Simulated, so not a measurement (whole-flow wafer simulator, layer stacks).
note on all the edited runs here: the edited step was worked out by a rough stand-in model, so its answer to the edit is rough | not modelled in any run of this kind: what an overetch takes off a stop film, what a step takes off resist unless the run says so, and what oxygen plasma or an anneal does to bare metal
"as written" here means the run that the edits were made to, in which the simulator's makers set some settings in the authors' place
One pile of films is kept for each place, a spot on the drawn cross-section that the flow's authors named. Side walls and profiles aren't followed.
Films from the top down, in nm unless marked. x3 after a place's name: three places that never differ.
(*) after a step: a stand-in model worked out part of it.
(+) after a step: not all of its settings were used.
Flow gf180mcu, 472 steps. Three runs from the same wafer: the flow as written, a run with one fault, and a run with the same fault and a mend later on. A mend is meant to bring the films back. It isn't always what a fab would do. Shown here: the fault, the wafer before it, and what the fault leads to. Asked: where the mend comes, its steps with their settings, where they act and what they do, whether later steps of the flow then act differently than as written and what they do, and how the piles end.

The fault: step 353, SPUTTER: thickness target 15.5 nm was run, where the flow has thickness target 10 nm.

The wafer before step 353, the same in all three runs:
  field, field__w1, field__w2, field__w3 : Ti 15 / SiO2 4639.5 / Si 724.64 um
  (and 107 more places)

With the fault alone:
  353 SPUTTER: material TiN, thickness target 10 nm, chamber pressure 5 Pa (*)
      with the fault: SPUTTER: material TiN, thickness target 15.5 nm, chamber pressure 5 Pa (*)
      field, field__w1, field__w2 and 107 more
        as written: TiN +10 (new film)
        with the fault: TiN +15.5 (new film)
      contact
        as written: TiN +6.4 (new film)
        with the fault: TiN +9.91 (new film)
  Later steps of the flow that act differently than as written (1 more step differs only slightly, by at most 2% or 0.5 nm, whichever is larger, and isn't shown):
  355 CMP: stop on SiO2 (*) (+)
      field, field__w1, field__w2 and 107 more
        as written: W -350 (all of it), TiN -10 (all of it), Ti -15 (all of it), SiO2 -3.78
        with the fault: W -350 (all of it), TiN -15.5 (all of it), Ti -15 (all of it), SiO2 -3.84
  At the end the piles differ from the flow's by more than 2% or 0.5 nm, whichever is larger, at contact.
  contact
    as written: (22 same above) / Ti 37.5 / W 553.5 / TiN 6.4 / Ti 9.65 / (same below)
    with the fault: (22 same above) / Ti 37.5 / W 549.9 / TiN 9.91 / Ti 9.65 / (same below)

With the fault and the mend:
  The mend comes after step 353.
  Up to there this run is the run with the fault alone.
  353a METAL ETCH: chemistry Cl2/BCl3, etches TiN, AlCu, Ti, depth target 5.5 nm, Cl2 flow 80 sccm, BCl3 flow 40 sccm, ICP power 800 W, bias power 140 W, pressure 8 mTorr (the flow's step 260 once more, with other settings)
      field, field__w1, field__w2 and 108 more
        TiN -5.5
  No later step of the flow acts differently than as written, at any place that is followed, by more than 2% or 0.5 nm, whichever is larger.
  At the end the piles differ from the flow's by more than 2% or 0.5 nm, whichever is larger, at contact.
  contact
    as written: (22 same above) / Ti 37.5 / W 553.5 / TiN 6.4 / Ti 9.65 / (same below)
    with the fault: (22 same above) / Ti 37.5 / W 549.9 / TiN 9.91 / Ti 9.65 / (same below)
    with the mend: (22 same above) / Ti 37.5 / W 555.5 / TiN 4.41 / Ti 9.65 / (same below)
